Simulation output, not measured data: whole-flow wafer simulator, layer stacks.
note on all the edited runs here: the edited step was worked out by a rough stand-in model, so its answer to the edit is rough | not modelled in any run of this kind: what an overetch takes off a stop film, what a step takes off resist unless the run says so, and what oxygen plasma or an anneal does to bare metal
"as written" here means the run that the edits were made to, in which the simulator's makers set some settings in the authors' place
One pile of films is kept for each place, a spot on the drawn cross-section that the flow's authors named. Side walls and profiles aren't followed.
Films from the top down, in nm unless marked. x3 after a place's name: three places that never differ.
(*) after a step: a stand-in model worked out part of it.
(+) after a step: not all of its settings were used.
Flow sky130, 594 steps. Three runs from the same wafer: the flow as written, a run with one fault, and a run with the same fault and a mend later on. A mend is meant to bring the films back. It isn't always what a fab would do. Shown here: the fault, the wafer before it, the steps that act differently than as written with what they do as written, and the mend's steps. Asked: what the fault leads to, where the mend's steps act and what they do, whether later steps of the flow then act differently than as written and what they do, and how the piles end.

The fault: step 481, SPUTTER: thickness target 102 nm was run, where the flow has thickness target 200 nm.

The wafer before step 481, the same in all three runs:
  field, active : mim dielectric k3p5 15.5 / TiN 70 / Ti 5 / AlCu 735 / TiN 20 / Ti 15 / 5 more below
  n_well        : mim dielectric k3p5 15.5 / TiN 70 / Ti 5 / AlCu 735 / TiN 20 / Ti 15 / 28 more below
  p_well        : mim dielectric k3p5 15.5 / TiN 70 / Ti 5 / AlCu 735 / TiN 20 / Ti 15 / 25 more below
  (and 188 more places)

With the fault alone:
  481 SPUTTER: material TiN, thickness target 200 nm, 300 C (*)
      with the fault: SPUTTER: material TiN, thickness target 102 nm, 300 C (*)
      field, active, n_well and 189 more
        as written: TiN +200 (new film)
        with the fault: TiN +102 (new film)
  Later steps of the flow that act differently than as written (4 more steps differ only slightly, by at most 2% or 0.5 nm, whichever is larger, and aren't shown):
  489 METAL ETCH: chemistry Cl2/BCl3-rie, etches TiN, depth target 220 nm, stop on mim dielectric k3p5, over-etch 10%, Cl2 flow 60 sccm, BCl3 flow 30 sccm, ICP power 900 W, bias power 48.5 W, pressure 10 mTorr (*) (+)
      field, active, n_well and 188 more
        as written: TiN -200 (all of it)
        with the fault: TiN -102 (all of it)
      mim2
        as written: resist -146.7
        with the fault: resist -74.8
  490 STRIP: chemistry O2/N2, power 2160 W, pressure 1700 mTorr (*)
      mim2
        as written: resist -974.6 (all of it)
        with the fault: resist -1046.5 (all of it)
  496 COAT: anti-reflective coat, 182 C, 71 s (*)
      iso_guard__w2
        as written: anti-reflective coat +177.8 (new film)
        with the fault: anti-reflective coat +116.4 (new film)
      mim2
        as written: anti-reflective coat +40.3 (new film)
        with the fault: anti-reflective coat +31.6 (new film)
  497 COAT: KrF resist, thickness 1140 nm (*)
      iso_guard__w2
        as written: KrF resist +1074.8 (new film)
        with the fault: KrF resist +1116.3 (new film)
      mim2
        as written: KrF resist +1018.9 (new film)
        with the fault: KrF resist +1101.3 (new film)
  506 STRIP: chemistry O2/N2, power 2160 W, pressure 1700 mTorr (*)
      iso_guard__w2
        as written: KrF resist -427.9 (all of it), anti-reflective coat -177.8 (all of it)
        with the fault: KrF resist -469.2 (all of it), anti-reflective coat -116.4 (all of it)
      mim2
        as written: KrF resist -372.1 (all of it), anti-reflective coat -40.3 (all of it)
        with the fault: KrF resist -454.3 (all of it), anti-reflective coat -31.6 (all of it)
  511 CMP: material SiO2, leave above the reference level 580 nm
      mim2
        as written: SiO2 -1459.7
        with the fault: SiO2 -1361.7
  At the end the piles differ from the flow's by more than 2% or 0.5 nm, whichever is larger, at mim2.
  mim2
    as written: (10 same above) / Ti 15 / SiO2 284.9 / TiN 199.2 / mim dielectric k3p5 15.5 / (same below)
    with the fault: (10 same above) / Ti 15 / SiO2 382.9 / TiN 101.2 / mim dielectric k3p5 15.5 / (same below)

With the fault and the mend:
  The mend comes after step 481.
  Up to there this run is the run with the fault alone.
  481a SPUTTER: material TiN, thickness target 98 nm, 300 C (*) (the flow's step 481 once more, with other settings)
      field, active, n_well and 189 more
        TiN +98
  No later step of the flow acts differently than as written at any place that is followed.
  At the end the piles are the same as the flow's at every place that both follow.
